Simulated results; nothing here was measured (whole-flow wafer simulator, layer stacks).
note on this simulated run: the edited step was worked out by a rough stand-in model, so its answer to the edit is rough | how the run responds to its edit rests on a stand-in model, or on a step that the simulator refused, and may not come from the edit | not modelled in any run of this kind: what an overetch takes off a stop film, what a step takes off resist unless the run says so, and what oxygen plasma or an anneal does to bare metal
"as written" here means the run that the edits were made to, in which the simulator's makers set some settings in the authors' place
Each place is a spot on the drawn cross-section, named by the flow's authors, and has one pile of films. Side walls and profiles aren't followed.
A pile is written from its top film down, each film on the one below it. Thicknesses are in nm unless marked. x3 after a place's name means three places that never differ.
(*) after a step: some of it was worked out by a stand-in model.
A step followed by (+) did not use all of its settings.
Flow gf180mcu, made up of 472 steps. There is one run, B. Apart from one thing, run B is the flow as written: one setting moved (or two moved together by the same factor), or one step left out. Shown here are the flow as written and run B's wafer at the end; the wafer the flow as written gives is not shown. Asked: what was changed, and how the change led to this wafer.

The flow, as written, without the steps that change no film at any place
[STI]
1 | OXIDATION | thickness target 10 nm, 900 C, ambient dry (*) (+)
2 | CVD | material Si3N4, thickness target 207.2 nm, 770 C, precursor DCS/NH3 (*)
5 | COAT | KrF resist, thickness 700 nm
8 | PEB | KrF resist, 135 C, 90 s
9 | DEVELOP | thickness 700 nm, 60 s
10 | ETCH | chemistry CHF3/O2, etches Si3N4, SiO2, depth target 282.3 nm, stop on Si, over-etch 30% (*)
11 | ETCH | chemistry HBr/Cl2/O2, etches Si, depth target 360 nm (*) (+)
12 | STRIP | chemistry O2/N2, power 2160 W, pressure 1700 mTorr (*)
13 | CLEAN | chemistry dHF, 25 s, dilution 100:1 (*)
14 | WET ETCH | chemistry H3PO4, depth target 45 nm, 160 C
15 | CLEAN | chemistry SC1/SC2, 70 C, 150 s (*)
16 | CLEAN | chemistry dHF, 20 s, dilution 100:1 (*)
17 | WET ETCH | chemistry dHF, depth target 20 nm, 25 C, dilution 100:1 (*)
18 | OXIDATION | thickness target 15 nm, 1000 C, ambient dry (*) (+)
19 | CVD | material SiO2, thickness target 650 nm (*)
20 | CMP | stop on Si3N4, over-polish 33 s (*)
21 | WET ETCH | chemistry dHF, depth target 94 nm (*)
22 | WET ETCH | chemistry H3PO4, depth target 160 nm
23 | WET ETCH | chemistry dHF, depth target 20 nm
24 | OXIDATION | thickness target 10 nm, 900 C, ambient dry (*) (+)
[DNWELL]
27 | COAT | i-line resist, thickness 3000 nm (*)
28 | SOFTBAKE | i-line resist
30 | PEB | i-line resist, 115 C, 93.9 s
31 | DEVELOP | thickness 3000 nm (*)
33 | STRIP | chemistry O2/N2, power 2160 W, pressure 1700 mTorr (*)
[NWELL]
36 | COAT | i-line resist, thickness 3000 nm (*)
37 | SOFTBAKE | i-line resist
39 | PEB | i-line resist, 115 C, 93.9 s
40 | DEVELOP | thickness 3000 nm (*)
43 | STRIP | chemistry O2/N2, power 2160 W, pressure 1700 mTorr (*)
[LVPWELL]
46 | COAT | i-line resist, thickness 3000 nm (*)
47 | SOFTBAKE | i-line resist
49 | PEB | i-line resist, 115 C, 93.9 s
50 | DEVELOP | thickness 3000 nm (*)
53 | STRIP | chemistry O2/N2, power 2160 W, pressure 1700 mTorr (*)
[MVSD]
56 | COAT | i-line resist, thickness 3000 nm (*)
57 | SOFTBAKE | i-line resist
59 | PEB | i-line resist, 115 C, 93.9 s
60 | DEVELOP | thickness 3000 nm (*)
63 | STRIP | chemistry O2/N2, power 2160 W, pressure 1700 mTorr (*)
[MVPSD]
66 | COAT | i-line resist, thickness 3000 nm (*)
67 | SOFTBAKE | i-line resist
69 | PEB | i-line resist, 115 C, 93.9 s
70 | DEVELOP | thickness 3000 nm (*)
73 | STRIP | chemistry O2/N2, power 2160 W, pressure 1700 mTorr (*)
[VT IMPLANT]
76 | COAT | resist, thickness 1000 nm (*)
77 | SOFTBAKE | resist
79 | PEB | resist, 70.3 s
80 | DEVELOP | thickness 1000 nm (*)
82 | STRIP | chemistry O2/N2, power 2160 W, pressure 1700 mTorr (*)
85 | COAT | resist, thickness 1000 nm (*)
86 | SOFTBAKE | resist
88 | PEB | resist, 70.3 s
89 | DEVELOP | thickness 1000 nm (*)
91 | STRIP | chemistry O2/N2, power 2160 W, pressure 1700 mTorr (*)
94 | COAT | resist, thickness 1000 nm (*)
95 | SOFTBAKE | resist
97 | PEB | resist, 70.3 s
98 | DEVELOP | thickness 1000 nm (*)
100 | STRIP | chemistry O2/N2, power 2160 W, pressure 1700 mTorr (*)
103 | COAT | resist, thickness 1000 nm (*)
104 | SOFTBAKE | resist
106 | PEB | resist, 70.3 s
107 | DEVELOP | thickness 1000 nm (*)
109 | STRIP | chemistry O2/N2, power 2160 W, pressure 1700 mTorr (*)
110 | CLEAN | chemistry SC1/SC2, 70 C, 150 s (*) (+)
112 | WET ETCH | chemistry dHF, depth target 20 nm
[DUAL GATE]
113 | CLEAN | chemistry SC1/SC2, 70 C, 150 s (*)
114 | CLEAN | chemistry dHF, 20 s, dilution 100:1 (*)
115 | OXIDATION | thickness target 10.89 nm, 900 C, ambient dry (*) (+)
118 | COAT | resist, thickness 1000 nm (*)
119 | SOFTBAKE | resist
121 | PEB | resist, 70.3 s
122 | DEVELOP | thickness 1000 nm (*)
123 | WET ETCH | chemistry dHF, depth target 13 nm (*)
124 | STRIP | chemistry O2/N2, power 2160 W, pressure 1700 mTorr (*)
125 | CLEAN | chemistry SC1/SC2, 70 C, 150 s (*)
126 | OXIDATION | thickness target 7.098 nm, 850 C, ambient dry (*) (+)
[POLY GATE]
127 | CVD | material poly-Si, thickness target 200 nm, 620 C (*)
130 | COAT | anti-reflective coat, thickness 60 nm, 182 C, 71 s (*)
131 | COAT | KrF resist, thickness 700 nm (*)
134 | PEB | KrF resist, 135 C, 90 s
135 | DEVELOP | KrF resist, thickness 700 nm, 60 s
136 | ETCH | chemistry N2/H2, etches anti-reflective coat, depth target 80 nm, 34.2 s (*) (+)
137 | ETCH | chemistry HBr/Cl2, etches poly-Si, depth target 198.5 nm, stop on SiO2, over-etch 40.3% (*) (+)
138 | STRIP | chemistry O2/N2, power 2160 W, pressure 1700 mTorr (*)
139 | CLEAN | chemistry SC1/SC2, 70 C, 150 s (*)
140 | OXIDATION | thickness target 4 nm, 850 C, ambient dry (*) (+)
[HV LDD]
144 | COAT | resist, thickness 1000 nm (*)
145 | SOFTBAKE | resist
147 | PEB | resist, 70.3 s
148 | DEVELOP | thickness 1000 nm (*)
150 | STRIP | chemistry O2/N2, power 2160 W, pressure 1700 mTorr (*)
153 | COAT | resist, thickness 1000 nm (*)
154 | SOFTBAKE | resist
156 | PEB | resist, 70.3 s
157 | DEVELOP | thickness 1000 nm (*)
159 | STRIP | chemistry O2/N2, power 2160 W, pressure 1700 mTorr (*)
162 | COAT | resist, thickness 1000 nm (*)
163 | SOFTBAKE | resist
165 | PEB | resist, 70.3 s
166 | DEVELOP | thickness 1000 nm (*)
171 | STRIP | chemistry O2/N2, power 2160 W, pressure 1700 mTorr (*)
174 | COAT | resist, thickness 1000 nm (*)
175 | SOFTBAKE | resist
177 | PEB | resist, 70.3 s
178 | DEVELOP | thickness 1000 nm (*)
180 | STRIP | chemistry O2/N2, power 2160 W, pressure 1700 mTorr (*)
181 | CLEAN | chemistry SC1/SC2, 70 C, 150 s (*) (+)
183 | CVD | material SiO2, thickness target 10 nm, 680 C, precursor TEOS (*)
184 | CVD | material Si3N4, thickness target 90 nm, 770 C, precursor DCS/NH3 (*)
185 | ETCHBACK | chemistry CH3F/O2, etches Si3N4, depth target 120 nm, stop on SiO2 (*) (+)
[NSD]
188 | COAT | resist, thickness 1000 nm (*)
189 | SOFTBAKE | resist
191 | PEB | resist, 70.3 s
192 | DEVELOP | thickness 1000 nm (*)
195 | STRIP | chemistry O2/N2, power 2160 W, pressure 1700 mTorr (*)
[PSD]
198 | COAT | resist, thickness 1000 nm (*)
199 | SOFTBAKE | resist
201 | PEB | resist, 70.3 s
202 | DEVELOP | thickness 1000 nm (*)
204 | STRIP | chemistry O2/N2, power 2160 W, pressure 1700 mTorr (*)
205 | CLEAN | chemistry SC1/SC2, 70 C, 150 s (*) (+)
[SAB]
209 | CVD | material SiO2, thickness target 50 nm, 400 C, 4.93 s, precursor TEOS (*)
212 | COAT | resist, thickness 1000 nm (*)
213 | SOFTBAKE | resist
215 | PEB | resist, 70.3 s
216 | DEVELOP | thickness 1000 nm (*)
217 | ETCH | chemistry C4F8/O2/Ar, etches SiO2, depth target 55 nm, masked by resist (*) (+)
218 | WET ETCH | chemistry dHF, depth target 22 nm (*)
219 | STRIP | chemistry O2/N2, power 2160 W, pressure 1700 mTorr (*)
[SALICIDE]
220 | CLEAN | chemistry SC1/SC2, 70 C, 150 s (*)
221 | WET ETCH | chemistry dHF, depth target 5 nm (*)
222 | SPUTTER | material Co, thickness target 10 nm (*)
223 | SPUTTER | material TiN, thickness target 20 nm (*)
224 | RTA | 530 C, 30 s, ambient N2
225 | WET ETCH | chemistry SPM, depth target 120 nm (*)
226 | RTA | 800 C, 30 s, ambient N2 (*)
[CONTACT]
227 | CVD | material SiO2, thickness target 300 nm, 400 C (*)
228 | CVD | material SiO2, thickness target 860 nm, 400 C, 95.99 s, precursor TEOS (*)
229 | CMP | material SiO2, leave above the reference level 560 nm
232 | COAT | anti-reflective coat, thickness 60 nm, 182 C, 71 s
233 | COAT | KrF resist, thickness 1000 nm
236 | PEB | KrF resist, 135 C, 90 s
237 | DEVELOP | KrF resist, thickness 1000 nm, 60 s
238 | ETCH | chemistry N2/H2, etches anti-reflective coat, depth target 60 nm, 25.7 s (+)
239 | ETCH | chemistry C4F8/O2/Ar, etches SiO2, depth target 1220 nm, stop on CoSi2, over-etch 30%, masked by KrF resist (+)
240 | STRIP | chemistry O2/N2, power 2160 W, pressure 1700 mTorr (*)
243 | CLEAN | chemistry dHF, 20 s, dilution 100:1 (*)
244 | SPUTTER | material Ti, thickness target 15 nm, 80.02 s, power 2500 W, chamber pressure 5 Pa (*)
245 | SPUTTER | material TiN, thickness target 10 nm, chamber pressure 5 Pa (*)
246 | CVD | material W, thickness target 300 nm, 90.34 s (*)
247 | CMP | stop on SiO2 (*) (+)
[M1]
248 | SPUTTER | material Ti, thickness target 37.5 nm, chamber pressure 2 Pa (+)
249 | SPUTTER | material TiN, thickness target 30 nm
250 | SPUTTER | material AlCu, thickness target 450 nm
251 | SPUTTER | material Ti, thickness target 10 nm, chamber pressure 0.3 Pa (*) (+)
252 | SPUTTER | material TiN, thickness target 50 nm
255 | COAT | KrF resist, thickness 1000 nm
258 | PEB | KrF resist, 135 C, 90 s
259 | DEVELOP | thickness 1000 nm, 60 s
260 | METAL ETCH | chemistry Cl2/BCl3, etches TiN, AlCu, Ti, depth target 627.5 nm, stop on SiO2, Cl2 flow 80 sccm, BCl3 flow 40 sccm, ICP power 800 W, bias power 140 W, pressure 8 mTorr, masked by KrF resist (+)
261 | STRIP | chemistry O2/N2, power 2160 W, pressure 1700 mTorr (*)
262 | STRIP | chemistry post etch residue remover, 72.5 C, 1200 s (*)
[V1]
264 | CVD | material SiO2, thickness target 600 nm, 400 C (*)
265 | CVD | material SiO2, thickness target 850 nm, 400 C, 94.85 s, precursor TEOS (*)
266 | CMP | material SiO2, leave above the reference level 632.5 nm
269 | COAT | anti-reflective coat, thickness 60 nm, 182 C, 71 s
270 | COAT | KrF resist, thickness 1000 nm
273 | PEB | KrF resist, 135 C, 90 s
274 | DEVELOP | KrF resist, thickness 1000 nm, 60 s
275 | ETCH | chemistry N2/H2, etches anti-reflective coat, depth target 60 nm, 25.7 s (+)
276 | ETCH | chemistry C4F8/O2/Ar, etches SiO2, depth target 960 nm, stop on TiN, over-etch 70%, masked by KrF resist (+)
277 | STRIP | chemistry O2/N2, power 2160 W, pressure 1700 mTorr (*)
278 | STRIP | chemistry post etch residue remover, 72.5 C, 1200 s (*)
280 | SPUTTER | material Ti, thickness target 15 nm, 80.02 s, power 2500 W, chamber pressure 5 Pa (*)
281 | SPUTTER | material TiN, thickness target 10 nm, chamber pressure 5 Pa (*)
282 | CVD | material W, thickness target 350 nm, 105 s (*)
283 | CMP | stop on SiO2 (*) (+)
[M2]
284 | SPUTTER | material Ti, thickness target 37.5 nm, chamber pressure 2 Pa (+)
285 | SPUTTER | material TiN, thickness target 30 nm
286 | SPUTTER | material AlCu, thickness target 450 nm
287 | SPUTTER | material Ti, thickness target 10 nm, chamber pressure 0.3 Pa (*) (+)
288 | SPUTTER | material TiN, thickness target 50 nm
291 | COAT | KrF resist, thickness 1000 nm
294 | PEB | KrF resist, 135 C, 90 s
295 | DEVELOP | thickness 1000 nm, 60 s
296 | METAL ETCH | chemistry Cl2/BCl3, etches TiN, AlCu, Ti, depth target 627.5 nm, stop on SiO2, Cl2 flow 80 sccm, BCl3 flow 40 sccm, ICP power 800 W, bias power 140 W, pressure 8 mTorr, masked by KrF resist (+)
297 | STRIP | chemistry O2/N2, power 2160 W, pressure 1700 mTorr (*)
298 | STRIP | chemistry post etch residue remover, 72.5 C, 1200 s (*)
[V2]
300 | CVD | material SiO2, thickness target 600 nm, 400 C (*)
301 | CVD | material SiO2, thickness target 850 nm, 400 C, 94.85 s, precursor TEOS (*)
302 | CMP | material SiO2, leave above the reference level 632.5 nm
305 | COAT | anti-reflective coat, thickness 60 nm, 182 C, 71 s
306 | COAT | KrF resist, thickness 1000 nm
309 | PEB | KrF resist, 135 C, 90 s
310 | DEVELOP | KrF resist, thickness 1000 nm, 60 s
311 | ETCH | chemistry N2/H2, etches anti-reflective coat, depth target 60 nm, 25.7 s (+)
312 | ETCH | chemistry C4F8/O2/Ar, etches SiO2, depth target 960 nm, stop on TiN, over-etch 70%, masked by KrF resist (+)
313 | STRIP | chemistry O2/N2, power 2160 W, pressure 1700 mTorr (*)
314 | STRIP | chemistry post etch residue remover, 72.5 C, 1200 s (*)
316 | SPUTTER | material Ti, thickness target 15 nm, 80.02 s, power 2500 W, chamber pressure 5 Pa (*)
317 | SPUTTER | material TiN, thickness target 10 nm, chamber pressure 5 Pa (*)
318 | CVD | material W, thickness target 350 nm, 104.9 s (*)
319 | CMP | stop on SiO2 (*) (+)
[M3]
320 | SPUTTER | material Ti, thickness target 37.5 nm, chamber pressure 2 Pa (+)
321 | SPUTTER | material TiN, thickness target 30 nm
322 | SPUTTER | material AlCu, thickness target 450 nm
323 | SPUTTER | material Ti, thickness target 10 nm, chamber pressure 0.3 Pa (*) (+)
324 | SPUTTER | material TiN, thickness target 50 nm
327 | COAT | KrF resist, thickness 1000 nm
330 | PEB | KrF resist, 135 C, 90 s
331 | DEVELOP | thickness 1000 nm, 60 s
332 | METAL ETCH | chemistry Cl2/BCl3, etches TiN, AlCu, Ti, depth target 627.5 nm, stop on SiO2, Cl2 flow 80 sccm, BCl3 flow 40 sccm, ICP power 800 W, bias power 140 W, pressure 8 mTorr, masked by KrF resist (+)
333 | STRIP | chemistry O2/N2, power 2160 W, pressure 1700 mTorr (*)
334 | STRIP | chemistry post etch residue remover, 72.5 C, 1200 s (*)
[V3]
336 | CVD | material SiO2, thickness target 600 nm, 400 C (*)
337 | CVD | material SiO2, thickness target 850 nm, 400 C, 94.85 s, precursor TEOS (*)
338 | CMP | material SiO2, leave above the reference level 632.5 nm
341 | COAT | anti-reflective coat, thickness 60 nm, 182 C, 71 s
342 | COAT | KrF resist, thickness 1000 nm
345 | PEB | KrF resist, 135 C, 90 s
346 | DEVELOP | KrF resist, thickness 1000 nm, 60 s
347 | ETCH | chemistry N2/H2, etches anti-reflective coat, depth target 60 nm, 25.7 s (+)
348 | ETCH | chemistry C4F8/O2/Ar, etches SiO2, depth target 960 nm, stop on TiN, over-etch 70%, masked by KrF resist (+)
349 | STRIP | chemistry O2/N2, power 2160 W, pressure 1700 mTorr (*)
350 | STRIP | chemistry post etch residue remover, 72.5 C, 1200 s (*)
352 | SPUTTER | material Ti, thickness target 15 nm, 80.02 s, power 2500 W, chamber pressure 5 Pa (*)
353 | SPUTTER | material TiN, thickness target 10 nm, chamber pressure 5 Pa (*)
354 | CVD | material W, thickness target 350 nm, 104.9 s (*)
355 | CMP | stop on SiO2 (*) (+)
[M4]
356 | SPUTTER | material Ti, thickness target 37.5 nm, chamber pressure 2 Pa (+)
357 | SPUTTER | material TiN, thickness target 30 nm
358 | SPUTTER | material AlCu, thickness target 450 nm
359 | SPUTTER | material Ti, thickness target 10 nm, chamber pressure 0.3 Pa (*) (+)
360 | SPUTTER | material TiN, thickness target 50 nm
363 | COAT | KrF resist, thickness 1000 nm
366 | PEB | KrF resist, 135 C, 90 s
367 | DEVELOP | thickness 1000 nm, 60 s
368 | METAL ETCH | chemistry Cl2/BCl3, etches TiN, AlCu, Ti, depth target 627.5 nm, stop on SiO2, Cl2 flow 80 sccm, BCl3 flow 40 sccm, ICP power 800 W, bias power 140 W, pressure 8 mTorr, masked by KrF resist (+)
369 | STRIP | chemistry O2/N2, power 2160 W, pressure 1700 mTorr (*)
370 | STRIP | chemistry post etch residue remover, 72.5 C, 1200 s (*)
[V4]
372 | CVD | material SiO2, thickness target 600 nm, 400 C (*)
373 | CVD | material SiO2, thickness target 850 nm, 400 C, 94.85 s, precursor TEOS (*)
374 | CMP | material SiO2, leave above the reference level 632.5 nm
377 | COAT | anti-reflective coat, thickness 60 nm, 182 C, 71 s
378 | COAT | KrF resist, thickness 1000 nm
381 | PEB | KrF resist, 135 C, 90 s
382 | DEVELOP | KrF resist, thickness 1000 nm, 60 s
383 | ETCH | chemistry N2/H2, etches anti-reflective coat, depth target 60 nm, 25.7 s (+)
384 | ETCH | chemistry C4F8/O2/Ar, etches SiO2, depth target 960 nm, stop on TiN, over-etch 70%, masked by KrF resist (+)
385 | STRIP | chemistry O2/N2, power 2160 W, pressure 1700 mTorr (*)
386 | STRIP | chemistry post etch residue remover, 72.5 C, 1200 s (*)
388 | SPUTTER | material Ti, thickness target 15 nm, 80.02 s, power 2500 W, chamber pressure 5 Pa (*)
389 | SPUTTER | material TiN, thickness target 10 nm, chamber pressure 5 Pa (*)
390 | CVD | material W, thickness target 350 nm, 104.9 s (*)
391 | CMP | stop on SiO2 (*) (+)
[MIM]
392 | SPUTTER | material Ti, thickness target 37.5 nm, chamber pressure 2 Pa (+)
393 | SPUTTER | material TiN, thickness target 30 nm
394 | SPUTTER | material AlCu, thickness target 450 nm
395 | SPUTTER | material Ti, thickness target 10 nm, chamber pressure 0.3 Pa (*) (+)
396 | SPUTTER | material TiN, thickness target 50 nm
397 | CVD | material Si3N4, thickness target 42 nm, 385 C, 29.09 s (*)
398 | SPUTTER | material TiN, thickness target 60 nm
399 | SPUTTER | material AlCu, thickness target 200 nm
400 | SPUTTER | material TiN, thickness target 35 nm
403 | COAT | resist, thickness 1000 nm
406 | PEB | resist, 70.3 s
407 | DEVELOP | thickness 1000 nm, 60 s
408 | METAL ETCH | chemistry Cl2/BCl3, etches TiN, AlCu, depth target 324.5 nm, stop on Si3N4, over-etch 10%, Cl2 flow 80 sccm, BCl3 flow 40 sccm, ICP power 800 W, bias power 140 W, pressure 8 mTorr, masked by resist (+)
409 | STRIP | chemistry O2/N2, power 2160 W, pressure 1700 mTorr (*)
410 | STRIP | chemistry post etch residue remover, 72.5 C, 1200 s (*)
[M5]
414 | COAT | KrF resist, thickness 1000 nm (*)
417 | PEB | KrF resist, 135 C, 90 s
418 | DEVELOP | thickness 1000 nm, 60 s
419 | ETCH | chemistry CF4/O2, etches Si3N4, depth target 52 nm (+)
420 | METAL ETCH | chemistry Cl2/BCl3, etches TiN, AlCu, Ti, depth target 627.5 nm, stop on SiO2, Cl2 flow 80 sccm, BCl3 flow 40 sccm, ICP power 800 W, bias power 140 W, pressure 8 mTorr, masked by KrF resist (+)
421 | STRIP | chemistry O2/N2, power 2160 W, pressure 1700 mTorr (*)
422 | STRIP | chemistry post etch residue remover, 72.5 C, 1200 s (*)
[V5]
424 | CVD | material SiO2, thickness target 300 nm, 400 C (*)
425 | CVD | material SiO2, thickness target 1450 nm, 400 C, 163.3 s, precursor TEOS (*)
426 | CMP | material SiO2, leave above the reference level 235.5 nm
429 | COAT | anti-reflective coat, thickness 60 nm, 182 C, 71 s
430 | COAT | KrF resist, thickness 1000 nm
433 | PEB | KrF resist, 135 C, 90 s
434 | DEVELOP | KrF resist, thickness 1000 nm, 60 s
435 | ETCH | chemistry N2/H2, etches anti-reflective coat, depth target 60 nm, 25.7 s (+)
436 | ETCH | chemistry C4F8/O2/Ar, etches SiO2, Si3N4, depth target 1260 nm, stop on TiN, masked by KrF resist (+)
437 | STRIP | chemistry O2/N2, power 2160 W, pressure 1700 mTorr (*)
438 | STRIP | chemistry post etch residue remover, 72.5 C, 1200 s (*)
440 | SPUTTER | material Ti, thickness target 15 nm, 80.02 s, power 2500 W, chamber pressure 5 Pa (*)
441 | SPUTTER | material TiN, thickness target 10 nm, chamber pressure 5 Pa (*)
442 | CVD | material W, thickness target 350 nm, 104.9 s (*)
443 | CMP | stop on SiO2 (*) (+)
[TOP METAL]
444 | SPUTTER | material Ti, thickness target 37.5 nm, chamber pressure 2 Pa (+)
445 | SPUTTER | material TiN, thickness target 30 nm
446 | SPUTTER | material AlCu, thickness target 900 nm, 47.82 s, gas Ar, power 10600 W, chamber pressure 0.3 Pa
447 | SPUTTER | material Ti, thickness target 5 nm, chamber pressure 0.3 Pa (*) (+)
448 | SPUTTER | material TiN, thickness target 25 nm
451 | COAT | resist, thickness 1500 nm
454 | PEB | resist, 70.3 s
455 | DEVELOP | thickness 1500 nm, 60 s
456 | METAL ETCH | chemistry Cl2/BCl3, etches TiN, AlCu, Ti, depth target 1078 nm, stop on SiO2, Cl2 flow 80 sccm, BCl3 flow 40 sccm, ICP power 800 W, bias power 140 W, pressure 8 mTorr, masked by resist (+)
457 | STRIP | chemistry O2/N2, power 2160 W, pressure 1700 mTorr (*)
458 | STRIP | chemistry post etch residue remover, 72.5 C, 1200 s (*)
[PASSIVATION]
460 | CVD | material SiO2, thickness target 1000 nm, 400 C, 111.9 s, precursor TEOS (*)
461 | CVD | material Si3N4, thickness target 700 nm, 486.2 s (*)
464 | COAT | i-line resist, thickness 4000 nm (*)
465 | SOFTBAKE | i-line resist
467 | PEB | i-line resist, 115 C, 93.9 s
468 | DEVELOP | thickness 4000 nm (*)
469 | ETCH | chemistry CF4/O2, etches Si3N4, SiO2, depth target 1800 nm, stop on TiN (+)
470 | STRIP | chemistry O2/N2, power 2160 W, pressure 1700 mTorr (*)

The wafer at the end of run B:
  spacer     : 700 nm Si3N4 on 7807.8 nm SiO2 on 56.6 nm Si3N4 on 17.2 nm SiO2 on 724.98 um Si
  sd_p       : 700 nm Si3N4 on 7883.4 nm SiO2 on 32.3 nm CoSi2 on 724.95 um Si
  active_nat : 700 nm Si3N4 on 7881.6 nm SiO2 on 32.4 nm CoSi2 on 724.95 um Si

The reason: step 184, CVD: thickness target 60.8 nm was run, whereas the flow has thickness target 90 nm.

The path from the change to this, step by step:
  184 | CVD | material Si3N4, thickness target 90 nm, 770 C, precursor DCS/NH3 (*)
      field, field__w1, field__w2 and 101 more: Si3N4 gains 60.8 (new film) (it would be, as written: Si3N4 gains 90 (new film))
  185 | ETCHBACK | chemistry CH3F/O2, etches Si3N4, depth target 120 nm, stop on SiO2 (*) (+)
      field, field__w1, field__w2 and 100 more: Si3N4 loses 60.8 (all of it), SiO2 loses 4.93 (it would be, as written: Si3N4 loses 90 (all of it), SiO2 loses 2.5)
  188 | COAT | resist, thickness 1000 nm (*)
      spacer: resist gains 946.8 (new film) (it would be, as written: resist gains 920.2 (new film))
  189 | SOFTBAKE | resist
      field: resist loses 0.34 (it would be, as written: resist gains 3.56)
      field__w6: resist gains 6.99 (it would be, as written: resist gains 7.53)
      (and at 9 other places as well)
  192 | DEVELOP | thickness 1000 nm (*)
      spacer: resist loses 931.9 (all of it) (it would be, as written: resist loses 905.9 (all of it))
  195 | STRIP | chemistry O2/N2, power 2160 W, pressure 1700 mTorr (*)
      field: resist loses 1005.9 (all of it) (it would be, as written: resist loses 1026.7 (all of it))
  198 | COAT | resist, thickness 1000 nm (*)
      spacer: resist gains 946.8 (new film) (it would be, as written: resist gains 920.2 (new film))
  199 | SOFTBAKE | resist
      field: resist loses 0.34 (it would be, as written: resist gains 3.56)
      field__w6: resist gains 6.99 (it would be, as written: resist gains 7.53)
      (and at 9 other places as well)
  204 | STRIP | chemistry O2/N2, power 2160 W, pressure 1700 mTorr (*)
      field: resist loses 1005.9 (all of it) (it would be, as written: resist loses 1026.7 (all of it))
      spacer: resist loses 931.9 (all of it) (it would be, as written: resist loses 905.9 (all of it))
  212 | COAT | resist, thickness 1000 nm (*)
      spacer: resist gains 945.9 (new film) (it would be, as written: resist gains 919.4 (new film))
  213 | SOFTBAKE | resist
      field__w5: resist gains 7 (it would be, as written: resist gains 7.65)
      field__w6: resist gains 7.34 (it would be, as written: resist gains 7.87)
      (and at 5 other places as well)
  216 | DEVELOP | thickness 1000 nm (*)
      spacer: resist loses 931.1 (all of it) (it would be, as written: resist loses 905.1 (all of it))
  218 | WET ETCH | chemistry dHF, depth target 22 nm (*)
      gate, gate_hv, gate_p and 23 more: SiO2 loses 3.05 (all of it) (it would be, as written: SiO2 loses 5.48 (all of it))
      active, p_well, sd_n, iso_ptap_pw, iso_ntap_nw, iso_ptap_sub, vpnp_e: SiO2 loses 6.58 (all of it) (it would be, as written: SiO2 loses 9.01 (all of it))
      (and at 16 other places as well)
  222 | SPUTTER | material Co, thickness target 10 nm (*)
      field__w2: Co gains 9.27 (new film) (it would be, as written: Co gains 8.65 (new film))
      field__w3: Co gains 8.88 (new film) (it would be, as written: Co gains 8.06 (new film))
      (and at 4 other places as well)
  223 | SPUTTER | material TiN, thickness target 20 nm (*)
      field__w2: TiN gains 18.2 (new film) (it would be, as written: TiN gains 17 (new film))
      field__w3: TiN gains 17.3 (new film) (it would be, as written: TiN gains 15.7 (new film))
      (and at 6 other places as well)
  224 | RTA | 530 C, 30 s, ambient N2
      ld_sd_n: under 1 film: CoSi gains 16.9 (new film), Co loses 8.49 (all of it), Si loses 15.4 (it would be, as written: under 1 film: CoSi gains 16.1 (new film), Co loses 8.09 (all of it), Si loses 14.7)
      ld_drn_n: under 1 film: CoSi gains 18.7 (new film), Co loses 9.42 (all of it), Si loses 17.1 (it would be, as written: under 1 film: CoSi gains 17.9 (new film), Co loses 9.02 (all of it), Si loses 16.4)
      (and at 1 other place as well)
  ... another 2 steps ...
  229 | CMP | material SiO2, leave above the reference level 560 nm
      spacer: SiO2 loses 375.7 (it would be, as written: SiO2 loses 404.9)
